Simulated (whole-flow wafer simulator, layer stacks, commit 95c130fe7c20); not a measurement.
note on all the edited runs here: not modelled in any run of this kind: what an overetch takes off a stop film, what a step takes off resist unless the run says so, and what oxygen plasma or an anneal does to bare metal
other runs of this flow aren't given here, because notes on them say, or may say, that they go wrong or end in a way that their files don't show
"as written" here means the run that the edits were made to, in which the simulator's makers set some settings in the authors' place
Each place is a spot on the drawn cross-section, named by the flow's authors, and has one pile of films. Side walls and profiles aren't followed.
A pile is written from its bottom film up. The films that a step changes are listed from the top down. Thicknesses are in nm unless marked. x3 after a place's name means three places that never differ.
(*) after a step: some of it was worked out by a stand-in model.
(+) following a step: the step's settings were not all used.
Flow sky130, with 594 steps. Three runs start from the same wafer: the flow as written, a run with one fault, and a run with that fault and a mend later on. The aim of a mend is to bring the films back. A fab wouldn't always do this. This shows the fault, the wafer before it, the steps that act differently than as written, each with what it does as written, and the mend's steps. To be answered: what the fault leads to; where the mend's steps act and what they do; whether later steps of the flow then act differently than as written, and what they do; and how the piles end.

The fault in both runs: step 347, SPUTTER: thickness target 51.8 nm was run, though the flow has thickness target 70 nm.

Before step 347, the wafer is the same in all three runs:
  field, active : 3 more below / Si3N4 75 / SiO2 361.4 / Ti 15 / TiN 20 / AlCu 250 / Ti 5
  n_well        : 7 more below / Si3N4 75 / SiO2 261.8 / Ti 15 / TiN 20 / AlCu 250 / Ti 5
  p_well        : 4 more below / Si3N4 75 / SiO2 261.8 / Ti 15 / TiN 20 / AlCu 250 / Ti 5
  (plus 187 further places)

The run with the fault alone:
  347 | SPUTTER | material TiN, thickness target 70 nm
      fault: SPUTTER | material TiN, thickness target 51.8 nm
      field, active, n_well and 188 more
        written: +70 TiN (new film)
        fault: +51.8 TiN (new film)
  Steps further on in the flow that do not act as written (12 other steps are not shown; they differ only slightly, by no more than 2% or 0.5 nm, whichever is larger):
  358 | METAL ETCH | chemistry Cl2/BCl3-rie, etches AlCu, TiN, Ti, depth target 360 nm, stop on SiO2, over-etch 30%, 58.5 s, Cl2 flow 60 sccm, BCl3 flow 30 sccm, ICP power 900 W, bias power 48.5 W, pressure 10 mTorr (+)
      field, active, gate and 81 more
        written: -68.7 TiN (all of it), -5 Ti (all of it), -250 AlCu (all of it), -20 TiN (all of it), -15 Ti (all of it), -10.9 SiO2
        fault: -50.5 TiN (all of it), -5 Ti (all of it), -250 AlCu (all of it), -20 TiN (all of it), -15 Ti (all of it), -12.8 SiO2
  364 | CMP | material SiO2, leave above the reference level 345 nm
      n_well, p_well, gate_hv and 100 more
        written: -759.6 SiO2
        fault: -741.4 SiO2
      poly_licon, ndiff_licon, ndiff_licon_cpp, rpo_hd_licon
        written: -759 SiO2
        fault: -740.8 SiO2
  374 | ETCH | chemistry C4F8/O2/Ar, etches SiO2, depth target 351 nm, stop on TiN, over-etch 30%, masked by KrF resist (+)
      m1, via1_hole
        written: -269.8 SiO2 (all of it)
        fault: -288 SiO2 (all of it)
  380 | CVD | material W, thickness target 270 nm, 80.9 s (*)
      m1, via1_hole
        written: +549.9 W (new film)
        fault: +568.4 W (new film)
  At n_well, p_well, gate_hv and 104 more, the piles at the end differ from the flow's by more than 2% or 0.5 nm, whichever is larger.
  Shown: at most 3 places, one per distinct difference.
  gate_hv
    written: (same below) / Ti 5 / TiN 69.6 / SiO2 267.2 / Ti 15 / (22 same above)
    fault: (same below) / Ti 5 / TiN 51.4 / SiO2 285.4 / Ti 15 / (22 same above)
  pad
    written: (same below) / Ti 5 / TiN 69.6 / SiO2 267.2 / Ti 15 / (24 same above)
    fault: (same below) / Ti 5 / TiN 51.4 / SiO2 285.4 / Ti 15 / (24 same above)
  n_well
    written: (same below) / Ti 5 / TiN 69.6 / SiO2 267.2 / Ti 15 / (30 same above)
    fault: (same below) / Ti 5 / TiN 51.4 / SiO2 285.4 / Ti 15 / (30 same above)

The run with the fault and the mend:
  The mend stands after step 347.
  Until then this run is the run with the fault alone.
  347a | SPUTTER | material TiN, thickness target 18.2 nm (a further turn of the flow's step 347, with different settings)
      field, active, n_well and 188 more
        +18.2 TiN
  Later steps of the flow that are run all act as written at every place that is followed, up to a difference of at most 2% or 0.5 nm, whichever is larger.
  By the end, the piles equal the flow's at every place that both follow.
